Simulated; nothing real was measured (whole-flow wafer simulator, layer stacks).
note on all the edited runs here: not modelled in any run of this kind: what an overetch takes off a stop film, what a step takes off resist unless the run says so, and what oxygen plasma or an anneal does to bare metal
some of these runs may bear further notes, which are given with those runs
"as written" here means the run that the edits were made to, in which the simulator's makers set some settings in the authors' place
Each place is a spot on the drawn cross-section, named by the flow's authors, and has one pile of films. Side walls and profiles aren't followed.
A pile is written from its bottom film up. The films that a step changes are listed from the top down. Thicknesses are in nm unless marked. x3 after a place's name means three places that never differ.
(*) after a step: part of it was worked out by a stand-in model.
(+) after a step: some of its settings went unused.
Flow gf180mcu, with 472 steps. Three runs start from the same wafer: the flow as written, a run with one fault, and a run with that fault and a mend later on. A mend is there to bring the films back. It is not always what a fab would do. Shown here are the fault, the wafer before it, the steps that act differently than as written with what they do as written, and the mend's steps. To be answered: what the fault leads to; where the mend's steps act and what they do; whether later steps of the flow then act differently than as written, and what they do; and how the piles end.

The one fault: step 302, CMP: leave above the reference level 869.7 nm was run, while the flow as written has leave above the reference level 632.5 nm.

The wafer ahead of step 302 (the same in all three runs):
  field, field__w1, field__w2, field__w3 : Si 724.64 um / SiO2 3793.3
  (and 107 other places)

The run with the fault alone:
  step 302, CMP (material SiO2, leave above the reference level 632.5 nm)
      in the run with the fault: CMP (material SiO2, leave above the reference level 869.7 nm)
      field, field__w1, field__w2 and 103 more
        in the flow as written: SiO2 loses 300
        in the run with the fault: SiO2 loses 62.8
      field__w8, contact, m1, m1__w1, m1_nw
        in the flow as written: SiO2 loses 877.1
        in the run with the fault: SiO2 loses 639.9
  Steps later in the flow that act otherwise than as written:
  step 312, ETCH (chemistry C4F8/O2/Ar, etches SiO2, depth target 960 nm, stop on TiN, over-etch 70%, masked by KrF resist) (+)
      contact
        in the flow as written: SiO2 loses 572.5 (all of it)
        in the run with the fault: SiO2 loses 809.7 (all of it)
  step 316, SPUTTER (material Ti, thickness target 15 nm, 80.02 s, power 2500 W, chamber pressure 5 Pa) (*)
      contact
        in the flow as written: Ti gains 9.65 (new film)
        in the run with the fault: Ti gains 8.41 (new film)
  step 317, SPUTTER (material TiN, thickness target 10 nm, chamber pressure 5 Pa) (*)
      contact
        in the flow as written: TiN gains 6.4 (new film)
        in the run with the fault: TiN gains 5.57 (new film)
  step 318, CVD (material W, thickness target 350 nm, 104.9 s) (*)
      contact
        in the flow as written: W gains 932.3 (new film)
        in the run with the fault: W gains 1171.6 (new film)
  The piles end different from the flow's at field, field__w1, field__w2 and 109 more by more than 2% or 0.5 nm, whichever is larger.
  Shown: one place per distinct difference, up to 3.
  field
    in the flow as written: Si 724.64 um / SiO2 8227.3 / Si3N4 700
    in the run with the fault: Si 724.64 um / SiO2 8464.5 / Si3N4 700
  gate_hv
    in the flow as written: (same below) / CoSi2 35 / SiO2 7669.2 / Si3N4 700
    in the run with the fault: (same below) / CoSi2 35 / SiO2 7906.4 / Si3N4 700
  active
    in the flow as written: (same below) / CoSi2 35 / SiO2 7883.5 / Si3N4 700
    in the run with the fault: (same below) / CoSi2 35 / SiO2 8120.7 / Si3N4 700

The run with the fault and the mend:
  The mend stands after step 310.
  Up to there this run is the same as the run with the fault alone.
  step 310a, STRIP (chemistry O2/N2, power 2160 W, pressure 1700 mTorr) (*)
      field, field__w1, field__w2 and 107 more
        KrF resist loses 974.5 (all of it), anti-reflective coat loses 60 (all of it)
      contact
        anti-reflective coat loses 60 (all of it)
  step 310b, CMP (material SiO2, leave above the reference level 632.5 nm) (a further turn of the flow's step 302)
      field, field__w1, field__w2 and 108 more
        SiO2 loses 237.2
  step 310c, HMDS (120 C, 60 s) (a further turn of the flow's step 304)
      does not change any film at any place that is followed
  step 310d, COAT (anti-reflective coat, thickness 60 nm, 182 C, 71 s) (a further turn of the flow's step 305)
      field, field__w1, field__w2 and 108 more
        anti-reflective coat gains 60 (new film)
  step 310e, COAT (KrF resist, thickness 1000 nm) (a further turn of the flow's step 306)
      field, field__w1, field__w2 and 108 more
        KrF resist gains 1000 (new film)
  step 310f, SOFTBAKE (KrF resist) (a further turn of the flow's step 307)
      does not change any film at any place that is followed
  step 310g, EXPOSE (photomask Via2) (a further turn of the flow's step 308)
      does not change any film at any place that is followed
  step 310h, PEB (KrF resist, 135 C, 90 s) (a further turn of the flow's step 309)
      field, field__w1, field__w2 and 108 more
        KrF resist loses 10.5
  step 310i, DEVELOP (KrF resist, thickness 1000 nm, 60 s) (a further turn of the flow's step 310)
      field, field__w1, field__w2 and 107 more
        KrF resist loses 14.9
      contact
        KrF resist loses 989.5 (all of it)
  Every later step of the flow that is run acts as written at every place that is followed.
  The piles end the same as the flow's at every place that both follow.
